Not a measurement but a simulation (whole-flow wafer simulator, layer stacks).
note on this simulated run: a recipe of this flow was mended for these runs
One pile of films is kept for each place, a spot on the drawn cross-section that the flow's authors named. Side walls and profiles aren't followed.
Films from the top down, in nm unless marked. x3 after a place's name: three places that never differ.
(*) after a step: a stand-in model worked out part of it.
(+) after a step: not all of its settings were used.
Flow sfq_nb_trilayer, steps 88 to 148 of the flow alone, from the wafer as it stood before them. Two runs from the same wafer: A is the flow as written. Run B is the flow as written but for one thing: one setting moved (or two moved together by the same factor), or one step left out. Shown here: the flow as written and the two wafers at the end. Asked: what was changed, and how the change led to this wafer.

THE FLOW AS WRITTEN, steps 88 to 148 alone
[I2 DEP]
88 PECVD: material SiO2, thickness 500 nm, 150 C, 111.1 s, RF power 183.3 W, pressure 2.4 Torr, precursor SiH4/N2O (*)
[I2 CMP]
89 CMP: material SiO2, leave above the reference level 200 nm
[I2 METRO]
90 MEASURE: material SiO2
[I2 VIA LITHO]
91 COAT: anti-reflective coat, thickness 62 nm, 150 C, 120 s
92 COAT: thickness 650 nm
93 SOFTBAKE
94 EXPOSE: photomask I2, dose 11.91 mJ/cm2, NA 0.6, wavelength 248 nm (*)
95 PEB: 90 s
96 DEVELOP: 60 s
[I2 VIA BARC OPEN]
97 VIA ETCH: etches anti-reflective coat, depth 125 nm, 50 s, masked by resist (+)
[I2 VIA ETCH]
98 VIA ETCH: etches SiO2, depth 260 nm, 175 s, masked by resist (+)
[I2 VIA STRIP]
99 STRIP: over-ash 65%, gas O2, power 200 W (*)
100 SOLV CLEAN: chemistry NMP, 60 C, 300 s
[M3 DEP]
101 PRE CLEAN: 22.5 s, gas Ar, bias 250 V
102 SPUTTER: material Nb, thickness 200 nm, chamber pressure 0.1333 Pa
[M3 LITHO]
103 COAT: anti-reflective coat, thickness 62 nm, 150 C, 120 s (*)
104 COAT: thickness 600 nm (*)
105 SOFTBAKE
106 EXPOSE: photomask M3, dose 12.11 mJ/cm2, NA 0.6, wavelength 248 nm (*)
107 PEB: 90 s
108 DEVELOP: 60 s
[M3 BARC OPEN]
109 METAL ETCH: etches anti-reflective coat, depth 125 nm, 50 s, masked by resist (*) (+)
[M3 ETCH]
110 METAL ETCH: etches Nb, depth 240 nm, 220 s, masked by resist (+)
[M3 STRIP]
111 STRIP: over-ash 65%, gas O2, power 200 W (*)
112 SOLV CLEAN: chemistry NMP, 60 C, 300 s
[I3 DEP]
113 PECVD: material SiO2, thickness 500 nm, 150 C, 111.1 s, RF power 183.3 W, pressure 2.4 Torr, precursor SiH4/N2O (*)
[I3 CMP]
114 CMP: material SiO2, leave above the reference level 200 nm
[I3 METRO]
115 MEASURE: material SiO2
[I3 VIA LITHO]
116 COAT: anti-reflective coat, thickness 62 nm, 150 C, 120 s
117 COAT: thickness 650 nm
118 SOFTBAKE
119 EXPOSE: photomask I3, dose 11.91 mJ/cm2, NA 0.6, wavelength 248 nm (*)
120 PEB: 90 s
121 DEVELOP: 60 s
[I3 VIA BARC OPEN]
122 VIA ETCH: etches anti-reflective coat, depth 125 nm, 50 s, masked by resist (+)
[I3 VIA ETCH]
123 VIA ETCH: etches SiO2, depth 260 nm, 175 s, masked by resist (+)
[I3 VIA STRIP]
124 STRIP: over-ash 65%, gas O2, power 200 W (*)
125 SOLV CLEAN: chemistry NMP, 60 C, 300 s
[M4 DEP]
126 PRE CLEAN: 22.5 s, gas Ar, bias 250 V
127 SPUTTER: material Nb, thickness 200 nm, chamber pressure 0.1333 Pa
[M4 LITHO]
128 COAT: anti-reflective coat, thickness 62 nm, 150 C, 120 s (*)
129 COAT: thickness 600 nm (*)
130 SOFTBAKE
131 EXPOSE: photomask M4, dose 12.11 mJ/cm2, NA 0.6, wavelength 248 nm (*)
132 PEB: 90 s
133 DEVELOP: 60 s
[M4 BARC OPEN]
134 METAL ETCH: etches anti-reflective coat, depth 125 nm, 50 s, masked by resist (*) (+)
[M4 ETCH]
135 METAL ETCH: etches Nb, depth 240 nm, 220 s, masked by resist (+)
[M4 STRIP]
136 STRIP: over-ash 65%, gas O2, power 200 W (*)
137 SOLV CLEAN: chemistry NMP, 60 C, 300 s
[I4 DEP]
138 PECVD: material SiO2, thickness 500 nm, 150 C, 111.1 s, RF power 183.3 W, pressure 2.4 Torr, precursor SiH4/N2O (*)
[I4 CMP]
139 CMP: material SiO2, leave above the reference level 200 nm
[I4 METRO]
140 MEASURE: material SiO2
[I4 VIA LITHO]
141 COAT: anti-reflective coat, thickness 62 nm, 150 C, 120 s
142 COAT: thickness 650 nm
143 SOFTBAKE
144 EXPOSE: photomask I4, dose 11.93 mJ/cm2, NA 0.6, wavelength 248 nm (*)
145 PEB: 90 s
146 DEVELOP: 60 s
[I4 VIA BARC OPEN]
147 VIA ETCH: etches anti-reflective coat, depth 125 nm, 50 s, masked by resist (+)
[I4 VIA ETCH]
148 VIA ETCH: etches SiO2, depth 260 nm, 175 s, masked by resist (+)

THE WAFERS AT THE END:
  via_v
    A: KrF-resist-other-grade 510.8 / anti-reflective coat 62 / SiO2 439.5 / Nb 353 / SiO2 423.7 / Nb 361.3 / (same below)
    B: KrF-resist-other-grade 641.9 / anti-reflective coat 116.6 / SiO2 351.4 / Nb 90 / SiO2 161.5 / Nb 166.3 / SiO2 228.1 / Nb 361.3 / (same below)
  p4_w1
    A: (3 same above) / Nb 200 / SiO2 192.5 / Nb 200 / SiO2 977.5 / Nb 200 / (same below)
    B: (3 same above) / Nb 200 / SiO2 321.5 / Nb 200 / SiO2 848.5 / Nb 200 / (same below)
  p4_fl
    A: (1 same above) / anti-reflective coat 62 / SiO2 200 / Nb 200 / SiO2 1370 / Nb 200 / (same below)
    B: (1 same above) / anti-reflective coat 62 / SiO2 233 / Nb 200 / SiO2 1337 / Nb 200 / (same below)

The cause: step 88, PECVD: thickness 275 nm was run, where the flow has thickness 500 nm; step 88, PECVD: 61.11 s was run, where the flow has 111.1 s.

How the change led to this, step by step:
  88 PECVD: material SiO2, thickness 500 nm, 150 C, 111.1 s, RF power 183.3 W, pressure 2.4 Torr, precursor SiH4/N2O (*)
      field_l, be, be_sur and 81 more: A SiO2 +500 | B SiO2 +275
      v_sur, via_wl, via_w and 18 more: A SiO2 +500 (new film) | B SiO2 +275 (new film)
      (and at 1 more place)
  89 CMP: material SiO2, leave above the reference level 200 nm
      field_l, be, be_sur and 81 more: A SiO2 -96 | B nothing
      via_v: A SiO2 -181.6 | B nothing
      (and at 21 more places)
  91 COAT: anti-reflective coat, thickness 62 nm, 150 C, 120 s
      p3_s3, p3_l4, p3_s4, m8r_gap_c: A anti-reflective coat +62 (new film) | B anti-reflective coat +63.4 (new film)
      via_w, p4_fl, wl_j_sl: A anti-reflective coat +62 (new film) | B anti-reflective coat +65.5 (new film)
      (and at 78 more places)
  92 COAT: thickness 650 nm
      m0r_line_l x3: A KrF-resist-other-grade +650 (new film) | B KrF-resist-other-grade +688.9 (new film)
      m0r_line_r x3: A KrF-resist-other-grade +650 (new film) | B KrF-resist-other-grade +689.6 (new film)
      (and at 48 more places)
  96 DEVELOP: 60 s
      via_w: A KrF-resist-other-grade -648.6 (all of it) | B KrF-resist-other-grade -597.6 (all of it)
  97 VIA ETCH: etches anti-reflective coat, depth 125 nm, 50 s, masked by resist (+)
      via_w: A anti-reflective coat -62 (all of it), SiO2 -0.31 | B anti-reflective coat -65.5 (all of it), SiO2 -0.3
  99 STRIP: over-ash 65%, gas O2, power 200 W (*)
      m0r_line_l x3: A KrF-resist-other-grade -510.8 (all of it), anti-reflective coat -62 (all of it) | B KrF-resist-other-grade -549.6 (all of it), anti-reflective coat -51.2 (all of it)
      m0r_space_l, m6r_space_l x2: A KrF-resist-other-grade -510.8 (all of it), anti-reflective coat -62 (all of it) | B KrF-resist-other-grade -519.5 (all of it), anti-reflective coat -88.2 (all of it)
      (and at 84 more places)
  102 SPUTTER: material Nb, thickness 200 nm, chamber pressure 0.1333 Pa
      via_v: A Nb +200 (new film) | B Nb +166.3 (new film)
  103 COAT: anti-reflective coat, thickness 62 nm, 150 C, 120 s (*)
      p3_s3, p3_l4, p3_s4: A anti-reflective coat +62 (new film) | B anti-reflective coat +63.3 (new film)
      m0r_line_l x3: A anti-reflective coat +62 (new film) | B anti-reflective coat +48.5 (new film)
      (and at 78 more places)
  104 COAT: thickness 600 nm (*)
      m0r_line_l x3: A KrF-resist-other-grade +600 (new film) | B KrF-resist-other-grade +638.8 (new film)
      m0r_line_r x3: A KrF-resist-other-grade +600 (new film) | B KrF-resist-other-grade +638.5 (new film)
      (and at 51 more places)
  108 DEVELOP: 60 s
      m0r_line_l x3: A KrF-resist-other-grade -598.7 (all of it) | B KrF-resist-other-grade -637.5 (all of it)
      m0r_line_r x3: A KrF-resist-other-grade -598.7 (all of it) | B KrF-resist-other-grade -637.2 (all of it)
      (and at 28 more places)
  109 METAL ETCH: etches anti-reflective coat, depth 125 nm, 50 s, masked by resist (*) (+)
      m5r_linepad_l, m5r_linepad_r, r5r_spacepad_l, r5r_spacepad_r, m8r_pad_l, m8r_pad_r: A anti-reflective coat -62 (all of it) | B anti-reflective coat -125
      m0r_line_l x3: A anti-reflective coat -62 (all of it) | B anti-reflective coat -48.5 (all of it)
      (and at 49 more places)
  110 METAL ETCH: etches Nb, depth 240 nm, 220 s, masked by resist (+)
      m5r_linepad_l, m5r_linepad_r: A Nb -200 (all of it), SiO2 -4 | B anti-reflective coat -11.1 (all of it), Nb -200 (all of it), SiO2 -2.02
      r5r_spacepad_l, r5r_spacepad_r: A Nb -200 (all of it), SiO2 -4 | B anti-reflective coat -7.46 (all of it), Nb -200 (all of it), SiO2 -2.68
      (and at 2 more places)
  111 STRIP: over-ash 65%, gas O2, power 200 W (*)
      v_sur: A KrF-resist-other-grade -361 (all of it), anti-reflective coat -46 (all of it) | B KrF-resist-other-grade -309.4 (all of it), anti-reflective coat -38.5 (all of it)
      via_wl: A KrF-resist-other-grade -381.1 (all of it), anti-reflective coat -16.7 (all of it) | B KrF-resist-other-grade -321.7 (all of it), anti-reflective coat -24.1 (all of it)
      (and at 26 more places)
  113 PECVD: material SiO2, thickness 500 nm, 150 C, 111.1 s, RF power 183.3 W, pressure 2.4 Torr, precursor SiH4/N2O (*)
      via_v: A SiO2 +500 (new film) | B SiO2 +586.4 (new film)
  114 CMP: material SiO2, leave above the reference level 200 nm
      field_l, be, be_sur and 64 more: A SiO2 -96 | B nothing
      p4_w1, p4_w2, p4_w3 and 6 more: A SiO2 -300 | B SiO2 -171
      (and at 9 more places)
  ... 15 more steps ...
  147 VIA ETCH: etches anti-reflective coat, depth 125 nm, 50 s, masked by resist (+)
      via_wl: A anti-reflective coat -62 (all of it), SiO2 -0.31 | B anti-reflective coat -68.6 (all of it), SiO2 -0.28
      via_w: A anti-reflective coat -62 (all of it), SiO2 -0.31 | B anti-reflective coat -71 (all of it), SiO2 -0.27
      (and at 1 more place)
Counting metal films that touch as one body, via_v has 4 bodies (between them, from the top down: SiO2 161.5; SiO2 228.1; SiO2 192.5); the flow as written gives 3 bodies (between them, from the top down: SiO2 423.7; SiO2 192.5).
